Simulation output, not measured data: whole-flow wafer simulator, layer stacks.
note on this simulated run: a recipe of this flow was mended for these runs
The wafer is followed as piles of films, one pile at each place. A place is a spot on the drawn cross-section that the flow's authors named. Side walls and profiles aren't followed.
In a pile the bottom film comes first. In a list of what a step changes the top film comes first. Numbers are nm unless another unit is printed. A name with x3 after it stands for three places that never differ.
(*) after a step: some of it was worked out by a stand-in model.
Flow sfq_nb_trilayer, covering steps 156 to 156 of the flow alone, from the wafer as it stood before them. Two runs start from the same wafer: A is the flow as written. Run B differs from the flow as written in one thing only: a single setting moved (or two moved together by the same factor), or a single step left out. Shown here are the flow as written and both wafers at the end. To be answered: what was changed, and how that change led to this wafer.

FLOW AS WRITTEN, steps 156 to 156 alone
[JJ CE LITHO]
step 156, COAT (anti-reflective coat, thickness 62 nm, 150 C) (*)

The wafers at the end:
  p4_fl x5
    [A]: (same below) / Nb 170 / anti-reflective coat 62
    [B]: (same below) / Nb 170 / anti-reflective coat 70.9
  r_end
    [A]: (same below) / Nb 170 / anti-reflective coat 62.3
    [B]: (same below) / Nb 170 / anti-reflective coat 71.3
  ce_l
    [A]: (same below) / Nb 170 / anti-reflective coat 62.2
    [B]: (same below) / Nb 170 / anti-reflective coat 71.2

The reason: step 156, COAT: thickness 70.9 nm was run, while the flow as written has thickness 62 nm.
The wafer lets one read it off: p4_fl x5 has anti-reflective coat 70.9, and step 156 as written asks for 62 nm.

The path from the change to this, step by step:
  step 156, COAT (anti-reflective coat, thickness 62 nm, 150 C) (*)
      p4_fl x5, p4_w1 x9, p3_s0 x42, wl_j_sl x15, wl_d_m1, l0r_line_l x3, m0r_space_l x2: A anti-reflective coat gains 62 (new film) | B anti-reflective coat gains 70.9 (new film)
      r_end, moat, field_r, lsp_l, ln_m5, lsp_m, ln_m6, lsp_r: A anti-reflective coat gains 62.3 (new film) | B anti-reflective coat gains 71.3 (new film)
      (as well as at 19 more places)
